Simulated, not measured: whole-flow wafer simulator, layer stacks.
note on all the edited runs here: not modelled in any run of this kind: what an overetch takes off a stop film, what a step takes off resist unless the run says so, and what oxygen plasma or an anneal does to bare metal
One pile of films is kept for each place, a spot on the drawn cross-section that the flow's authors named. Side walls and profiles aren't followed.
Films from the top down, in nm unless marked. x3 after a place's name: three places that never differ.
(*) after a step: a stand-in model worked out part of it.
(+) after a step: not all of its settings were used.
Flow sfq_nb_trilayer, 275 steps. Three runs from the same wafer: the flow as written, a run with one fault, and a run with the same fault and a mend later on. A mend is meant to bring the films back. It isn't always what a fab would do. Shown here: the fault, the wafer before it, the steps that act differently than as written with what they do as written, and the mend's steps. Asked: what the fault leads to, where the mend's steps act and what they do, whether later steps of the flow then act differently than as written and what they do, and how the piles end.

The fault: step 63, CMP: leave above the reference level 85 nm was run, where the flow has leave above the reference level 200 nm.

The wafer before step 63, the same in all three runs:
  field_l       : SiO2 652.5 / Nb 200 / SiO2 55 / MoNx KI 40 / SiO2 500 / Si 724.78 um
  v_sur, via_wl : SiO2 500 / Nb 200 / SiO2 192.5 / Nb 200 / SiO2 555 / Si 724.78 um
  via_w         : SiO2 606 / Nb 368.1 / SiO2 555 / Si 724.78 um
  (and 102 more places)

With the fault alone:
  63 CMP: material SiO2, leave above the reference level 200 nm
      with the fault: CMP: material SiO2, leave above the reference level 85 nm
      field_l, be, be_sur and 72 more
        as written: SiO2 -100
        with the fault: SiO2 -215
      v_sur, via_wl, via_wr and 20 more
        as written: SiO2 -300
        with the fault: SiO2 -415
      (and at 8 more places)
  Later steps of the flow that act differently than as written (3 more steps differ only slightly, by at most 2% or 0.5 nm, whichever is larger, and aren't shown):
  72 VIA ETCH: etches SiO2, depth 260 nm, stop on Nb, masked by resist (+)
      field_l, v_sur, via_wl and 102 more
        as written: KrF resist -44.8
        with the fault: KrF resist -21.9
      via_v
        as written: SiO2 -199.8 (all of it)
        with the fault: SiO2 -84.8 (all of it)
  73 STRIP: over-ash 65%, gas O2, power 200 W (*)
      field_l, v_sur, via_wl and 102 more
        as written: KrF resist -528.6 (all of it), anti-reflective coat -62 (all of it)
        with the fault: KrF resist -551.5 (all of it), anti-reflective coat -62 (all of it)
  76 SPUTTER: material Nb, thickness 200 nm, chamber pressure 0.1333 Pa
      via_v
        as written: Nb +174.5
        with the fault: Nb +196.9
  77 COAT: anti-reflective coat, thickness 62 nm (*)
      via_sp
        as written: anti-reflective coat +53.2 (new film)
        with the fault: anti-reflective coat +54.4 (new film)
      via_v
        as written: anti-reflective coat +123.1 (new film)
        with the fault: anti-reflective coat +95.7 (new film)
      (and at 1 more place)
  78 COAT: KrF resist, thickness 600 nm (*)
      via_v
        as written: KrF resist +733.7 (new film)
        with the fault: KrF resist +641.6 (new film)
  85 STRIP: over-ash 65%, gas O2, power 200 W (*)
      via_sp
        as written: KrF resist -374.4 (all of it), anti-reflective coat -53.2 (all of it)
        with the fault: KrF resist -382.6 (all of it), anti-reflective coat -54.4 (all of it)
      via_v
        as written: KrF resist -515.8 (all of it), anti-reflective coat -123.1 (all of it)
        with the fault: KrF resist -423.9 (all of it), anti-reflective coat -95.7 (all of it)
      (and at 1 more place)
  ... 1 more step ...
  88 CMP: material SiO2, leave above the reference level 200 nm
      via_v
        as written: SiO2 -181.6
        with the fault: SiO2 -212.9
  At the end the piles differ from the flow's by more than 2% or 0.5 nm, whichever is larger, at field_l, v_sur, via_wl and 103 more.
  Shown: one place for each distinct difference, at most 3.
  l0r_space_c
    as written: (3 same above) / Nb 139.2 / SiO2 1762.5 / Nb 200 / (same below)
    with the fault: (3 same above) / Nb 139.2 / SiO2 1647.5 / Nb 200 / (same below)
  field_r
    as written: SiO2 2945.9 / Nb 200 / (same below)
    with the fault: SiO2 2830.9 / Nb 200 / (same below)
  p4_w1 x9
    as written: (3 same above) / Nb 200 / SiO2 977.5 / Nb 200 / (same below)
    with the fault: (3 same above) / Nb 200 / SiO2 862.5 / Nb 200 / (same below)

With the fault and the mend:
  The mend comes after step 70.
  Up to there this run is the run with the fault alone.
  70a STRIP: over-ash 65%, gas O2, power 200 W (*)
      field_l, v_sur, via_wl and 102 more
        KrF resist -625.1 (all of it), anti-reflective coat -62 (all of it)
      via_v
        anti-reflective coat -62 (all of it)
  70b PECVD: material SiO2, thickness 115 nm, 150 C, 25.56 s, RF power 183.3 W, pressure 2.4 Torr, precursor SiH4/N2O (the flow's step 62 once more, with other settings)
      field_l, v_sur, via_wl and 103 more
        SiO2 +115
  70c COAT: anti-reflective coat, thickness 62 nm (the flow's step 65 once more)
      field_l, v_sur, via_wl and 103 more
        anti-reflective coat +62 (new film)
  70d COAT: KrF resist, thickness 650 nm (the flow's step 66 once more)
      field_l, v_sur, via_wl and 103 more
        KrF resist +650 (new film)
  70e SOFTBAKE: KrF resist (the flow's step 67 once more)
      changes no film at any place that is followed
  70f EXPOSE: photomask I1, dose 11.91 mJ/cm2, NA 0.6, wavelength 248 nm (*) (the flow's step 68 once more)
      changes no film at any place that is followed
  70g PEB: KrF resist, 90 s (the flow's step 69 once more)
      field_l, v_sur, via_wl and 103 more
        KrF resist -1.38
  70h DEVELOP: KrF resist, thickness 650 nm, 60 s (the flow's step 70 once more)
      field_l, v_sur, via_wl and 102 more
        KrF resist -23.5
      via_v
        KrF resist -648.6 (all of it)
  No later step of the flow acts differently than as written at any place that is followed.
  At the end the piles are the same as the flow's at every place that both follow.
